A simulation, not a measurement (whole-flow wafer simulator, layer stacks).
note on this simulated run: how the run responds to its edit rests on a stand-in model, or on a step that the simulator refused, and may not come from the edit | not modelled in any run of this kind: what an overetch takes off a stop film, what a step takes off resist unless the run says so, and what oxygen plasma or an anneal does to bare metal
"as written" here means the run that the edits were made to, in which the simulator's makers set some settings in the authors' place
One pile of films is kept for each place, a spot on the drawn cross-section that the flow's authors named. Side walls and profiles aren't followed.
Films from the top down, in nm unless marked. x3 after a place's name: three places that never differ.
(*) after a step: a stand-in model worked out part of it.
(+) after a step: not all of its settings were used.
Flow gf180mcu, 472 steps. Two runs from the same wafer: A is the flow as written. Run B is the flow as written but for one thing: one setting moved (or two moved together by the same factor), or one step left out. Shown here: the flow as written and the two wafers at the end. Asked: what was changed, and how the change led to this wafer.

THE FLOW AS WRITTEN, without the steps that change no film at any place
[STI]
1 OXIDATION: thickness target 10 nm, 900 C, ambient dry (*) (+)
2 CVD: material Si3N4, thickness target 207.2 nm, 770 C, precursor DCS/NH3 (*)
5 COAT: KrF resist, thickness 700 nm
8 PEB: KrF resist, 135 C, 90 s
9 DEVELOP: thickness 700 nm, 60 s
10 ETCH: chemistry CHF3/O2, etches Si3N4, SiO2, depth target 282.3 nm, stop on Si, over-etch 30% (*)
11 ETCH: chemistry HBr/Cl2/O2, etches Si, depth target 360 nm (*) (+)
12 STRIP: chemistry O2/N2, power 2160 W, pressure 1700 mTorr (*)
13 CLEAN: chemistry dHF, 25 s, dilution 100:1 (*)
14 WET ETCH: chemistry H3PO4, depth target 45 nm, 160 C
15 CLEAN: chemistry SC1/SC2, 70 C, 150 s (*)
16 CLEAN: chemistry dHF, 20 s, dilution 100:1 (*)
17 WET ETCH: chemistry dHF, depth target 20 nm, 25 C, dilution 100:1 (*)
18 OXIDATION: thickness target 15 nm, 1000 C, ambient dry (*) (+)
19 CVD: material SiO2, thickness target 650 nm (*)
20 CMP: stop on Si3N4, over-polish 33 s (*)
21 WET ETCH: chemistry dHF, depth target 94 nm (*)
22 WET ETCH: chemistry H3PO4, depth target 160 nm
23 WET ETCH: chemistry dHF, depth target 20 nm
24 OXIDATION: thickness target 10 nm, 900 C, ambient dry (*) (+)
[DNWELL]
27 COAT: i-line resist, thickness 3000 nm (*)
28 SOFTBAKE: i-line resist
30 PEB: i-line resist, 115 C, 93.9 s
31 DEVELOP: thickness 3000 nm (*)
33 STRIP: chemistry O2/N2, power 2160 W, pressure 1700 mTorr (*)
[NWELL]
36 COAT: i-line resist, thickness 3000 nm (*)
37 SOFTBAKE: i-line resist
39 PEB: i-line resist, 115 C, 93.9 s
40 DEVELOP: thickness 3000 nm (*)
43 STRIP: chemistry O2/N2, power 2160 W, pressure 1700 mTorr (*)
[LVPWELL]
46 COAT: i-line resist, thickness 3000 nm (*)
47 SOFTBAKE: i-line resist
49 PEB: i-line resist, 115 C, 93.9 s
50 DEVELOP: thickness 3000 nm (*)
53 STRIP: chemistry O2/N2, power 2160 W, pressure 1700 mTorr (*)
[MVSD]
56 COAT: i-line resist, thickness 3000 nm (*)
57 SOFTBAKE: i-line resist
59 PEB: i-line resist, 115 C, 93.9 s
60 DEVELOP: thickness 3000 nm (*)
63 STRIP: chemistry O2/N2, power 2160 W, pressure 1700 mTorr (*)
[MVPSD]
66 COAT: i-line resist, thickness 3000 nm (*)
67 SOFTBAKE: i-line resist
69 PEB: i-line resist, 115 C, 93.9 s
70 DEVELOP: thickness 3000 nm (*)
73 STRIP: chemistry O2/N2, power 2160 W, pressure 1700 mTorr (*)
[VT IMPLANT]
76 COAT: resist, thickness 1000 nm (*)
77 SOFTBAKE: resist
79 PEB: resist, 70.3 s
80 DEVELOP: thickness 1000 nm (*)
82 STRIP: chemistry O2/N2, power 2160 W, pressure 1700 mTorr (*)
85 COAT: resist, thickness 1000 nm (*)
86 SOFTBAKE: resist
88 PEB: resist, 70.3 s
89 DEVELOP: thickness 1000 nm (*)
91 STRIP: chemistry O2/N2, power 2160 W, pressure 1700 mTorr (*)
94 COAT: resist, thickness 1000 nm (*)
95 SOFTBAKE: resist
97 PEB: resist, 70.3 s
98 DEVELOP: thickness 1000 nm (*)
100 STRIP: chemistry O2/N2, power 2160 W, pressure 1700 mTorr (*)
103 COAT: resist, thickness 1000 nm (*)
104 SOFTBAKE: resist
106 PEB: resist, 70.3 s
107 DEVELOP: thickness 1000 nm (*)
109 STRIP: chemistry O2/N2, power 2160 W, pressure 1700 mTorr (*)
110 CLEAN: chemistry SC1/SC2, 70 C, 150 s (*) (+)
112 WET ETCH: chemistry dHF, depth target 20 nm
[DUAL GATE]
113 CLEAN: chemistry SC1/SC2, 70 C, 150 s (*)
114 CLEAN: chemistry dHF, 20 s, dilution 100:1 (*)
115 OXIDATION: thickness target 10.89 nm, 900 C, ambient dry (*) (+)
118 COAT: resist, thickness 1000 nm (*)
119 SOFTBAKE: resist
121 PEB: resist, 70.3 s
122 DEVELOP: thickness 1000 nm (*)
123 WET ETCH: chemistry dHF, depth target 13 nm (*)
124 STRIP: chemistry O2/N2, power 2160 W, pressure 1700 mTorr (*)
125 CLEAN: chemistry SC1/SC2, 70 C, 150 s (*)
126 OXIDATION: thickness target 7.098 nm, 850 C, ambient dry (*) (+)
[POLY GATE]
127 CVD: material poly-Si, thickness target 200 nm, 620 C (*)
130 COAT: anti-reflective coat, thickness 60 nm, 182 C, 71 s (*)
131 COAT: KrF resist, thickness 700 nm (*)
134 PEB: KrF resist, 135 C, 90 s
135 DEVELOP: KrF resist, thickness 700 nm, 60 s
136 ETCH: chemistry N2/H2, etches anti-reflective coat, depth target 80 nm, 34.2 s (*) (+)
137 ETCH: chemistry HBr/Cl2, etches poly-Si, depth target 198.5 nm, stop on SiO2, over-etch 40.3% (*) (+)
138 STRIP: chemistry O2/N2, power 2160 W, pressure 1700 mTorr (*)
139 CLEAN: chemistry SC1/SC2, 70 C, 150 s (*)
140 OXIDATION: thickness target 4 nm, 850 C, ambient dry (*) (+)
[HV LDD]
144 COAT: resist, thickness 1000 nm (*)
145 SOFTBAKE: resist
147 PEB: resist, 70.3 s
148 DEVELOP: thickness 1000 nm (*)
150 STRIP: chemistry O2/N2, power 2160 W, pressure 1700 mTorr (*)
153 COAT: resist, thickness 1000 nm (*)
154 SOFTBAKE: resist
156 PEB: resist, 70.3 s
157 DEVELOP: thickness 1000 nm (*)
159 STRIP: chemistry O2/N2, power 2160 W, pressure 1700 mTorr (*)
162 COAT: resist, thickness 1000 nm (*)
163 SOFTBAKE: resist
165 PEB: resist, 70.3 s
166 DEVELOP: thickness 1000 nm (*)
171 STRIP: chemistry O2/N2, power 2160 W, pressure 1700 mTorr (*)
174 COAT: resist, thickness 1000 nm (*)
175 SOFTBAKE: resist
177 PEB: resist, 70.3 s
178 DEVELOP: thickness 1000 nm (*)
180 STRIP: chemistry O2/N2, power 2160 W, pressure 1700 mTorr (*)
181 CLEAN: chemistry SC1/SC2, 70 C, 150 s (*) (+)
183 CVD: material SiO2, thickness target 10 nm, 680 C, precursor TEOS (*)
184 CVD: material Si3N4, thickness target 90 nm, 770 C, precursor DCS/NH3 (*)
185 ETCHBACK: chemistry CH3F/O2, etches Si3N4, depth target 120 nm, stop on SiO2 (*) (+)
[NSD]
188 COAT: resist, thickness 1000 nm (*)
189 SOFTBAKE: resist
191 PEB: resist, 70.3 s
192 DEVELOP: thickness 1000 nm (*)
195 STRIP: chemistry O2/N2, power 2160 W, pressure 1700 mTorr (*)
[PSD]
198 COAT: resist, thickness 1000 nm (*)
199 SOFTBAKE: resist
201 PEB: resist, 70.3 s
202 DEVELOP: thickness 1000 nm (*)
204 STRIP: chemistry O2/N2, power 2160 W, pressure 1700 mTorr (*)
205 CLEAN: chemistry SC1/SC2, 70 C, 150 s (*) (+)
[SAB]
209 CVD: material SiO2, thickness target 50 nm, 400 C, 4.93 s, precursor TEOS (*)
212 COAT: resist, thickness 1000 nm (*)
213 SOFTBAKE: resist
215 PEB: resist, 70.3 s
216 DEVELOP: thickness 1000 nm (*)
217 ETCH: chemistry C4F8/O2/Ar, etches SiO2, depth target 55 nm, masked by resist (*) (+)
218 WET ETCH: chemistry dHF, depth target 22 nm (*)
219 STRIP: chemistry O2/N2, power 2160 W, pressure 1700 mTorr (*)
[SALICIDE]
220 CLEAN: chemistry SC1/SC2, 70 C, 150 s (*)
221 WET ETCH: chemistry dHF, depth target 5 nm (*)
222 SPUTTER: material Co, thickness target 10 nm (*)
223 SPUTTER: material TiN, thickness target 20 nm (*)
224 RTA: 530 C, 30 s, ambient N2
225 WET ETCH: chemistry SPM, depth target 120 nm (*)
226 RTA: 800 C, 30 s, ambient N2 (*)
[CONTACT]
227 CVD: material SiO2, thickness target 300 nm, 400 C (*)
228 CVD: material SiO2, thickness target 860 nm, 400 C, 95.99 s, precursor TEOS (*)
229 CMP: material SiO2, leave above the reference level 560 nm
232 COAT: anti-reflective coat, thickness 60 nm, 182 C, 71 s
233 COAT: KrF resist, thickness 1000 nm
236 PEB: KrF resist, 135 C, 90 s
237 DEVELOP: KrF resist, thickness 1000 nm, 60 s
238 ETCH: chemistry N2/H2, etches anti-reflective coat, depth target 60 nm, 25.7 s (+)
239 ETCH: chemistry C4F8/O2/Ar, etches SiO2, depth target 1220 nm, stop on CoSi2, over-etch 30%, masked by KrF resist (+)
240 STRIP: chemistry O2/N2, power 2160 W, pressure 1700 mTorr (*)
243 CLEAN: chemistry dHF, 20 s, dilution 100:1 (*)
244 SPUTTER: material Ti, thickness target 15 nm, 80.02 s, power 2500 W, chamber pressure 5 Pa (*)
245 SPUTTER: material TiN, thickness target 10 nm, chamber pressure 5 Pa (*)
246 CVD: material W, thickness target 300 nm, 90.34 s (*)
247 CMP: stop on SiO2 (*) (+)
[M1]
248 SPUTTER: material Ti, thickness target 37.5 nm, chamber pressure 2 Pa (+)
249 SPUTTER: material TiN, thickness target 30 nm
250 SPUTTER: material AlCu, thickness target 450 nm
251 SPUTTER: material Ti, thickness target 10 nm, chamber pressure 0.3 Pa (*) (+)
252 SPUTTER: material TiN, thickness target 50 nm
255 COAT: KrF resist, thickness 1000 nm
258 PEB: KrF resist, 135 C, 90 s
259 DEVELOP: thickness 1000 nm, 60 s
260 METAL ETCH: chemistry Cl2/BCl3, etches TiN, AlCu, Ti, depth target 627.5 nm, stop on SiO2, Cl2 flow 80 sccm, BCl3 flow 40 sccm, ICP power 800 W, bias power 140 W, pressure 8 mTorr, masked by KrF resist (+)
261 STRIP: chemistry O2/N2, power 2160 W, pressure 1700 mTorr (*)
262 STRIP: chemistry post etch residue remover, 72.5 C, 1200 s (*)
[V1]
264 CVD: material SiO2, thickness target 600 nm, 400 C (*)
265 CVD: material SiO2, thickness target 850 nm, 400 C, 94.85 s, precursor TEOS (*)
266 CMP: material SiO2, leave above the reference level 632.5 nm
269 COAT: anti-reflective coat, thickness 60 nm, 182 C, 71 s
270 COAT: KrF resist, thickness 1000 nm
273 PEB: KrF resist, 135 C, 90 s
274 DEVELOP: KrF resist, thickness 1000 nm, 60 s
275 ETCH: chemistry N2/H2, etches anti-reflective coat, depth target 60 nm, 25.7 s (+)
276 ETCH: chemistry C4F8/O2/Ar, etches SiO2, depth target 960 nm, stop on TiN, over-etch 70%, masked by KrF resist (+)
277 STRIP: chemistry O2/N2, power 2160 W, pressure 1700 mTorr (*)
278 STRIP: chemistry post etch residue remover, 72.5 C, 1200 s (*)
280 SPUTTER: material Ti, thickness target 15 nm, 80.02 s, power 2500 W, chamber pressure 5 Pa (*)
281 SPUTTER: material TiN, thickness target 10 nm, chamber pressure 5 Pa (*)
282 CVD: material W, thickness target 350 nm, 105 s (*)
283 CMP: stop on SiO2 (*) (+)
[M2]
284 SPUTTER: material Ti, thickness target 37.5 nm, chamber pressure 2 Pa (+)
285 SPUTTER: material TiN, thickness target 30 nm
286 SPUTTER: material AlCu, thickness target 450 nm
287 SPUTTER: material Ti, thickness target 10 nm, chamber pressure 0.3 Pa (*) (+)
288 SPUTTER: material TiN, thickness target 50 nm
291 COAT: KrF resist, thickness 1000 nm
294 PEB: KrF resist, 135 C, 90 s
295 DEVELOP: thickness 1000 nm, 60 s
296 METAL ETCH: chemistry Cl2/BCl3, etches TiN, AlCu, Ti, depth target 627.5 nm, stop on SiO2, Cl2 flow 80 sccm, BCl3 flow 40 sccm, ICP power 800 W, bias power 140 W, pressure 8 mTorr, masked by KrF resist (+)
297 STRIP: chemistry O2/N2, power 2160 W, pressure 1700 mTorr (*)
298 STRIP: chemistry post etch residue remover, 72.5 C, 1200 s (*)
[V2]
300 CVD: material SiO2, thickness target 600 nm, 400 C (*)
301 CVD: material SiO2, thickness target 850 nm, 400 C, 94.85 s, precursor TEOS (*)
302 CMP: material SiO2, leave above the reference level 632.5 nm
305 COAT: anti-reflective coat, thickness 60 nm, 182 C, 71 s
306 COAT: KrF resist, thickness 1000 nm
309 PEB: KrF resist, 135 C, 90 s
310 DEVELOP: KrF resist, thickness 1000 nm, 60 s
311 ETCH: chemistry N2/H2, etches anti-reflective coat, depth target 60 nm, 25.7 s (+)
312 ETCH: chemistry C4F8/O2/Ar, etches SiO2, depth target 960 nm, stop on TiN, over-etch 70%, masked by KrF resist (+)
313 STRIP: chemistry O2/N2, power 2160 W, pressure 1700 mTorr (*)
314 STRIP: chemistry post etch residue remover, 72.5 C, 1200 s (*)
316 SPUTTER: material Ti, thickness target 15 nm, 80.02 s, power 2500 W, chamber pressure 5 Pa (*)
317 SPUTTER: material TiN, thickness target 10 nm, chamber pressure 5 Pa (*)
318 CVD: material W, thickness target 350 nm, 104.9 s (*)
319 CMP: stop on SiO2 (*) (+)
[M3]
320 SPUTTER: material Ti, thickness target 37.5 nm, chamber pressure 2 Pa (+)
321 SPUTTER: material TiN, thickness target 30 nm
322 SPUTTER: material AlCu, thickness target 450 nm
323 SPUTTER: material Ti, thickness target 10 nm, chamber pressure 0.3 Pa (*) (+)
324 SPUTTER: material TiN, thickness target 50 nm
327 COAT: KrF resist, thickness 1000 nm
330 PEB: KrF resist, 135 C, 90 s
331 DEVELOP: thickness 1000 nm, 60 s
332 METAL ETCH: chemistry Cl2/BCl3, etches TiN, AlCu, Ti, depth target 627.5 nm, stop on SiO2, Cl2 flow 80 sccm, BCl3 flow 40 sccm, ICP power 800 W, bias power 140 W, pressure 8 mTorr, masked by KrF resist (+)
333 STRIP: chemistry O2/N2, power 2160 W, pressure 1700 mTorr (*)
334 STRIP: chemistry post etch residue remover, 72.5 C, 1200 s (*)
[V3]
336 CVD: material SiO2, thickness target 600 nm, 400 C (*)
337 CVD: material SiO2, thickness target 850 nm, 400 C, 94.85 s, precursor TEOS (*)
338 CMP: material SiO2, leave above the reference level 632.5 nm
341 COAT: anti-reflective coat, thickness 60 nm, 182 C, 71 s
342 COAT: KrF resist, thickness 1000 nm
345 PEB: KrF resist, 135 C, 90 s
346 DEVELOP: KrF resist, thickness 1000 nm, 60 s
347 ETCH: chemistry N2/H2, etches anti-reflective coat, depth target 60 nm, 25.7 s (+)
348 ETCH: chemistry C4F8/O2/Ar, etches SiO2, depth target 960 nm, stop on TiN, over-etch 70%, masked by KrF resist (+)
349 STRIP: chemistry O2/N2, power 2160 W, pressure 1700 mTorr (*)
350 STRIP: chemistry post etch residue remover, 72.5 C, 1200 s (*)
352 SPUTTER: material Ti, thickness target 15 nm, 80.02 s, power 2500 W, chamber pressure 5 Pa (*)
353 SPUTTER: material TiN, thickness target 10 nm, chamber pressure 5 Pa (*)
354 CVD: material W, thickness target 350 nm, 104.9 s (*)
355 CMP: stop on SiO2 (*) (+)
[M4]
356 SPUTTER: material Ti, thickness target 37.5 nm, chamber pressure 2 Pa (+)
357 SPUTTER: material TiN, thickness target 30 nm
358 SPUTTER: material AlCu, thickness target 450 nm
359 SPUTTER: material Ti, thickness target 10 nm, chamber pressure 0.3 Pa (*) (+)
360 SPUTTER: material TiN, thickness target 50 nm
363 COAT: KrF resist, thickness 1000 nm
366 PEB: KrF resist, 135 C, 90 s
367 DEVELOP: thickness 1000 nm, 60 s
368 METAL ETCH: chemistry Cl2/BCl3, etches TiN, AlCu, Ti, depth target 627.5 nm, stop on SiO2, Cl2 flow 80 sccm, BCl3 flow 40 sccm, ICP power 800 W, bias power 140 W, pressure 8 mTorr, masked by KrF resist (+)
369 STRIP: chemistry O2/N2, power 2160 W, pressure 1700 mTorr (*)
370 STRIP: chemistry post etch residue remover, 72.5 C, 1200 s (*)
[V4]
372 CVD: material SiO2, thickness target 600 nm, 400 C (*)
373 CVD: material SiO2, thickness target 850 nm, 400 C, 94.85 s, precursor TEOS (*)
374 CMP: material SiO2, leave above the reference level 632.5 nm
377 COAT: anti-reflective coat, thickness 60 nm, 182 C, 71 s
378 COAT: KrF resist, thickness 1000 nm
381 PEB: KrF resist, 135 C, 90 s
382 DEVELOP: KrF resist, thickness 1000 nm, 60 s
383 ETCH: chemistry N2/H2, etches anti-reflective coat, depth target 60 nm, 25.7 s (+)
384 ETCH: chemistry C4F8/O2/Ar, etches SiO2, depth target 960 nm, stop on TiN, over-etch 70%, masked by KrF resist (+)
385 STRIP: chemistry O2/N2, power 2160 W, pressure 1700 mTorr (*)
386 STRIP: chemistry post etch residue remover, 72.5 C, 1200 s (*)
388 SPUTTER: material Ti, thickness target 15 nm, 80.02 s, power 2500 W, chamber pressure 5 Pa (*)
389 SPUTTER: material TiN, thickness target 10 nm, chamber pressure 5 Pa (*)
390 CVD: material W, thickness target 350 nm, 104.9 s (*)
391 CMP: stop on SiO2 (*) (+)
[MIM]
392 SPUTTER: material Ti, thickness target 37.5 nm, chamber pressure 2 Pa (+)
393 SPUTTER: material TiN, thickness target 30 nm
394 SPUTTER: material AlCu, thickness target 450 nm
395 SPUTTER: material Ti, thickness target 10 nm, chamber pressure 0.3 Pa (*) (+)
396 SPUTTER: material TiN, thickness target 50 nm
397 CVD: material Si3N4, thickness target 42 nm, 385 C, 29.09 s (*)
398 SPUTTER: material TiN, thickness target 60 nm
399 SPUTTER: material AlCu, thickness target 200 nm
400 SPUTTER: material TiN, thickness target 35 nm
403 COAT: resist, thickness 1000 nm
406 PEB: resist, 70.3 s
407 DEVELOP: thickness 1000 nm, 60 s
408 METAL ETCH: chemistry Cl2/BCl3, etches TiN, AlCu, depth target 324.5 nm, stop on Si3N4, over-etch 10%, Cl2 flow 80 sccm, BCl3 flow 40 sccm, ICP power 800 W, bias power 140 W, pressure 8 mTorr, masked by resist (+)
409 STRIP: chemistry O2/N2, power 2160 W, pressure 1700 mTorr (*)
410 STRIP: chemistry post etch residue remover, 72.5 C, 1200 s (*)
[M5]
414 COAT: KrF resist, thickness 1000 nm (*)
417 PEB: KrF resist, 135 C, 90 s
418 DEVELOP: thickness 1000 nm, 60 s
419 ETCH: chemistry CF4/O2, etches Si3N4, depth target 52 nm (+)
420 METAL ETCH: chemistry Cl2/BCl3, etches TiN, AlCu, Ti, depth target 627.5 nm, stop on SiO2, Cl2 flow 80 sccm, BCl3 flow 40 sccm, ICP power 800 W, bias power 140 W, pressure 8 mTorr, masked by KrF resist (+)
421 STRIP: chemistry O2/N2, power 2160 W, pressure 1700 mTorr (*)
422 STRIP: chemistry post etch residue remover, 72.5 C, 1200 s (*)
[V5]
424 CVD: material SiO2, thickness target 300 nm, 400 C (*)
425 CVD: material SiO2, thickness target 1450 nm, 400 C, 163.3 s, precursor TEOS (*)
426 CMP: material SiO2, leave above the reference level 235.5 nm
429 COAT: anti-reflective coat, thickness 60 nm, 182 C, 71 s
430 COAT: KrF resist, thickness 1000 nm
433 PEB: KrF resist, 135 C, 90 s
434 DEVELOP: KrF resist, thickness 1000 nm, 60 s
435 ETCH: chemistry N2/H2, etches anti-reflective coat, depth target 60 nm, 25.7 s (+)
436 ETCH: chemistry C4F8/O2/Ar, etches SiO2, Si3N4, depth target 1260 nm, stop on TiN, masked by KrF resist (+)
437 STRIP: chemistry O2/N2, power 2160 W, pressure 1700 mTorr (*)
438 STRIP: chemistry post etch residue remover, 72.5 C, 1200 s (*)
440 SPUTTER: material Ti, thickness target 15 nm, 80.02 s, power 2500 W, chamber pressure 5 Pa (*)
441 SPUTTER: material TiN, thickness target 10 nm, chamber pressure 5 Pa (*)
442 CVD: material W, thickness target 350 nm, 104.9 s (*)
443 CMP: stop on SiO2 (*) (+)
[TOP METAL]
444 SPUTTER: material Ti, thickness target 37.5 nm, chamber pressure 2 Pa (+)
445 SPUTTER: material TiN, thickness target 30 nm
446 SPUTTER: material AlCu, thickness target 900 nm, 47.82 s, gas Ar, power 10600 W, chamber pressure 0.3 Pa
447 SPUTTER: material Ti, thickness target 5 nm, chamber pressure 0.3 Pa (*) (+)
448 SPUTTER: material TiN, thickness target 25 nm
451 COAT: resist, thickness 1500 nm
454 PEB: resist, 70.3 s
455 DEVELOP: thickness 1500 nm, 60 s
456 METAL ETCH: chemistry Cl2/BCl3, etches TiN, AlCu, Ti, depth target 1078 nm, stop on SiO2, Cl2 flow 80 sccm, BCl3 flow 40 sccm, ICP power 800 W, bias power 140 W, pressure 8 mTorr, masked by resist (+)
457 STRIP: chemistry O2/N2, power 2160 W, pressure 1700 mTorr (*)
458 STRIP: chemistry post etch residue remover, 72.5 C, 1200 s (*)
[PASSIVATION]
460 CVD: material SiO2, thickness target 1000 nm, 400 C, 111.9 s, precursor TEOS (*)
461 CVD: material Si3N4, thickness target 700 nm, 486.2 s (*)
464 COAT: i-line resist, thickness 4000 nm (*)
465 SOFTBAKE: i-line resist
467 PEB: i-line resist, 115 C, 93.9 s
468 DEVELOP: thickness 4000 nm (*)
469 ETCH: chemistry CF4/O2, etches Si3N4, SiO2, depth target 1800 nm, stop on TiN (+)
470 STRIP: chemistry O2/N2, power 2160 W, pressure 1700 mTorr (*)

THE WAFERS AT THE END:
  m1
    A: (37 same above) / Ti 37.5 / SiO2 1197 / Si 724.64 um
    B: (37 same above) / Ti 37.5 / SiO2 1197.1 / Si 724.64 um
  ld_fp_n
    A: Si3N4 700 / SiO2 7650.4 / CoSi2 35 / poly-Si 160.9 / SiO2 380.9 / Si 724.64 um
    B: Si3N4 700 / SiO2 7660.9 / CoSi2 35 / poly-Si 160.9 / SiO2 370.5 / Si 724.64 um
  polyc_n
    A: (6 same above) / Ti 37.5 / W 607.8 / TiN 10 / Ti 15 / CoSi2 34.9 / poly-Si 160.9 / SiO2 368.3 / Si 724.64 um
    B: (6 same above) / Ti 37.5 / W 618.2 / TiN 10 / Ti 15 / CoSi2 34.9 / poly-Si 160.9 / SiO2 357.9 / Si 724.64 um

The cause: step 112, WET ETCH: depth target 29.5 nm was run, where the flow has depth target 20 nm.

How the change led to this, step by step:
  112 WET ETCH: chemistry dHF, depth target 20 nm
      field, field__w2, field__w3 and 36 more: A SiO2 -22 | B SiO2 -32.5
      field_sub, mim_1p0, pad, dice_street, iso_fld_sub, ldn_fld, ldp_fld: A SiO2 -22 | B SiO2 -32.4
  119 SOFTBAKE: resist
      gate_p_hv: A resist +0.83 | B resist +0.28
  130 COAT: anti-reflective coat, thickness 60 nm, 182 C, 71 s (*)
      p_well, spacer, sd_n: A anti-reflective coat +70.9 (new film) | B anti-reflective coat +60.7 (new film)
      ldn_ch, ldp_ch: A anti-reflective coat +66.7 (new film) | B anti-reflective coat +63.1 (new film)
      (and at 70 more places)
  136 ETCH: chemistry N2/H2, etches anti-reflective coat, depth target 80 nm, 34.2 s (*) (+)
      p_well, spacer, sd_n: A anti-reflective coat -70.9 (all of it), poly-Si -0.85 | B anti-reflective coat -60.7 (all of it), poly-Si -1.11
      ldn_dft, ldp_dft: A anti-reflective coat -48.7 (all of it), poly-Si -1.42 | B anti-reflective coat -54.2 (all of it), poly-Si -1.28
      (and at 49 more places)
  138 STRIP: chemistry O2/N2, power 2160 W, pressure 1700 mTorr (*)
      gate: A chemical SiO2 +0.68 (new film), KrF resist -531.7 (all of it), anti-reflective coat -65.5 (all of it), poly-Si -0.3 | B chemical SiO2 +0.69 (new film), KrF resist -530.6 (all of it), anti-reflective coat -60.9 (all of it), poly-Si -0.3
      gate_hv: A chemical SiO2 +0.68 (new film), KrF resist -528.4 (all of it), anti-reflective coat -61 (all of it), poly-Si -0.3 | B chemical SiO2 +0.69 (new film), KrF resist -526 (all of it), anti-reflective coat -59.4 (all of it), poly-Si -0.3
      (and at 19 more places)
  145 SOFTBAKE: resist
      field: A resist -0.3 | B resist +2.79
      nw_enc_fld_lv__w3: A resist +2.63 | B resist -0.92
      (and at 1 more place)
  154 SOFTBAKE: resist
      field: A resist -0.3 | B resist +2.79
      nw_enc_fld_lv__w3: A resist +2.63 | B resist -0.92
      (and at 1 more place)
  163 SOFTBAKE: resist
      field: A resist -0.3 | B resist +2.79
      nw_enc_fld_lv__w3: A resist +2.63 | B resist -0.92
      (and at 1 more place)
  175 SOFTBAKE: resist
      field: A resist -0.3 | B resist +2.79
      nw_enc_fld_lv__w3: A resist +2.63 | B resist -0.92
      (and at 1 more place)
  189 SOFTBAKE: resist
      active_hv: A resist +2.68 | B resist -0.63
      nw_enc_fld_lv__w3: A resist +2.11 | B resist -1.7
      (and at 1 more place)
  199 SOFTBAKE: resist
      active_hv: A resist +2.68 | B resist -0.63
      nw_enc_fld_lv__w3: A resist +2.11 | B resist -1.7
      (and at 1 more place)
  213 SOFTBAKE: resist
      nw_enc_fld_lv__w3: A resist +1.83 | B resist -1.96
      field__w8: A resist -1.94 | B resist -2.53
      (and at 3 more places)
  218 WET ETCH: chemistry dHF, depth target 22 nm (*)
      sd_p_hv: A SiO2 -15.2 (all of it) | B SiO2 -16 (all of it)
  223 SPUTTER: material TiN, thickness target 20 nm (*)
      field__w12: A TiN +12 (new film) | B TiN +12.7 (new film)
  225 WET ETCH: chemistry SPM, depth target 120 nm (*)
      field__w12: A TiN -12 (all of it), Co -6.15 (all of it) | B TiN -12.7 (all of it), Co -6.51 (all of it)
  229 CMP: material SiO2, leave above the reference level 560 nm
      ldn_sep__w1, ldn_sep__w2, ldn_dft and 8 more: A SiO2 -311 | B SiO2 -300.6
      sti, mim_1p0, pad, dice_street, iso_nw_fld, iso_fld_sub: A SiO2 -296.8 | B SiO2 -286.4
      (and at 44 more places)
